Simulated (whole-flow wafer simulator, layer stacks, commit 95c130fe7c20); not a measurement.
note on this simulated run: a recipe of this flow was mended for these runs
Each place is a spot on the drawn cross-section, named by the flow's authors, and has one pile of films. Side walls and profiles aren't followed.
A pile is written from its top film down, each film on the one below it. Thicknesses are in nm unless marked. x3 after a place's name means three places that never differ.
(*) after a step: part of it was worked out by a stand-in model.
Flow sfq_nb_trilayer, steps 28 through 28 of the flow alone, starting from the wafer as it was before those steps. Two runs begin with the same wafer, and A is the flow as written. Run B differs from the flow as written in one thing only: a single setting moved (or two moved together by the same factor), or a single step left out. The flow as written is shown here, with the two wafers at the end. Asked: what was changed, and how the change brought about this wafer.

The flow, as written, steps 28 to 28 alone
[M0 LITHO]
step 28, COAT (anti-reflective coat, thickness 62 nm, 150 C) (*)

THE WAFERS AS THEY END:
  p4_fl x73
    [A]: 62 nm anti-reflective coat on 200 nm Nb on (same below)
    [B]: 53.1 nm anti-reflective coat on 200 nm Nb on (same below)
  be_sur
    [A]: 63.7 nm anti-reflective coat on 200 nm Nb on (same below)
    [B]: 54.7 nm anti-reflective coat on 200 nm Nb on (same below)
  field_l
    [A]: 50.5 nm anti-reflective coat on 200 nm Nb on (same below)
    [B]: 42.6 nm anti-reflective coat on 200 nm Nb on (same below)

Cause: step 28, COAT: thickness 53.1 nm was run, whereas the flow has thickness 62 nm.
The wafer itself shows it: p4_fl x73 has anti-reflective coat 53.1, and step 28 as written asks for 62 nm.

Step by step, how the change led to this:
  step 28, COAT (anti-reflective coat, thickness 62 nm, 150 C) (*)
      p4_fl x73: A anti-reflective coat gains 62 (new film) | B anti-reflective coat gains 53.1 (new film)
      be_sur, gap, jj_sur and 8 more: A anti-reflective coat gains 63.7 (new film) | B anti-reflective coat gains 54.7 (new film)
      (and at 22 other places as well)
